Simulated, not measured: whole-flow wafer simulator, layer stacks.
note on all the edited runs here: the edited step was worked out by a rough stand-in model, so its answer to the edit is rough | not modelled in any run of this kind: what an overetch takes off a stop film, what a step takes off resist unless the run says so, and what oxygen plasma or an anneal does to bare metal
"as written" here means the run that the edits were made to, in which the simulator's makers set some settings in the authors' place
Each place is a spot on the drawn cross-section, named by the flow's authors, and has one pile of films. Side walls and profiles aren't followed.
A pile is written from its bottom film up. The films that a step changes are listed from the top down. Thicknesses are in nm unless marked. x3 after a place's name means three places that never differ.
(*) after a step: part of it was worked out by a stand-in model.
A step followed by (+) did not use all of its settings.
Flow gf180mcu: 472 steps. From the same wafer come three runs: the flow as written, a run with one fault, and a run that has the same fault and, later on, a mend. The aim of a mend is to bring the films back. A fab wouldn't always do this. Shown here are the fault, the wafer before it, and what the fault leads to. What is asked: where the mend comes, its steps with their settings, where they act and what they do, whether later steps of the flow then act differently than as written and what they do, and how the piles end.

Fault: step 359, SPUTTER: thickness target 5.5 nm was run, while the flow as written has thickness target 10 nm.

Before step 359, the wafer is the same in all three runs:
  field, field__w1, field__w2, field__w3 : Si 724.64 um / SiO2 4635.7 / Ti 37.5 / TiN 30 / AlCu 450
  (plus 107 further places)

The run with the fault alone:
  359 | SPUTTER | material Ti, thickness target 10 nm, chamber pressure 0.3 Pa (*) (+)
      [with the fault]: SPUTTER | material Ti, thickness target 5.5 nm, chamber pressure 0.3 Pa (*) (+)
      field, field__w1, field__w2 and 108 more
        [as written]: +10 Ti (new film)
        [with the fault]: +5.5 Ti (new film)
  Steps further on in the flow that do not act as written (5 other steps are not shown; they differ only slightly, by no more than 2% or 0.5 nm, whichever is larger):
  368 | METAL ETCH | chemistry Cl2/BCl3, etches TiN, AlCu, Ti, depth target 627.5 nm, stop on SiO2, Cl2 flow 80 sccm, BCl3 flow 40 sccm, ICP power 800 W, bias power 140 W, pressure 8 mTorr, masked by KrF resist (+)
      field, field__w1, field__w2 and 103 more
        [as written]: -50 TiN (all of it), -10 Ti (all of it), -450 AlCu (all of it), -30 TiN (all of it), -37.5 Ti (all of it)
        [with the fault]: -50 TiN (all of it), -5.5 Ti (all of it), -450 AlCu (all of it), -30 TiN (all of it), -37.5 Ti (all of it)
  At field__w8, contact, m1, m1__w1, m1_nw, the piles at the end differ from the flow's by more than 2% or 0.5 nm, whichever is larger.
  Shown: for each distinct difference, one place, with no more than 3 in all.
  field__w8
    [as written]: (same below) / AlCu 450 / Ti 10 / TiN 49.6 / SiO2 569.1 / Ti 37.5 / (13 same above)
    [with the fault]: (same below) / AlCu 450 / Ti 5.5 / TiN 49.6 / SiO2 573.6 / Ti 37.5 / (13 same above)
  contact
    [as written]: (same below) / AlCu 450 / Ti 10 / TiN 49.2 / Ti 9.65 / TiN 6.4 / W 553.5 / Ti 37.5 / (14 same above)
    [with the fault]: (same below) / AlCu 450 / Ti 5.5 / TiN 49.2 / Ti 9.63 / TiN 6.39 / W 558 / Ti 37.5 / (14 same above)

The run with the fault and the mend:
  After step 359 comes the mend.
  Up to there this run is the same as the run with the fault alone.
  359a | SPUTTER | material Ti, thickness target 4.5 nm, chamber pressure 0.3 Pa (*) (+) (the flow's step 359, run once more with other settings)
      field, field__w1, field__w2 and 108 more
        +4.5 Ti
  Later steps of the flow that are run all act as written at every place that is followed.
  By the end, the piles equal the flow's at every place that both follow.
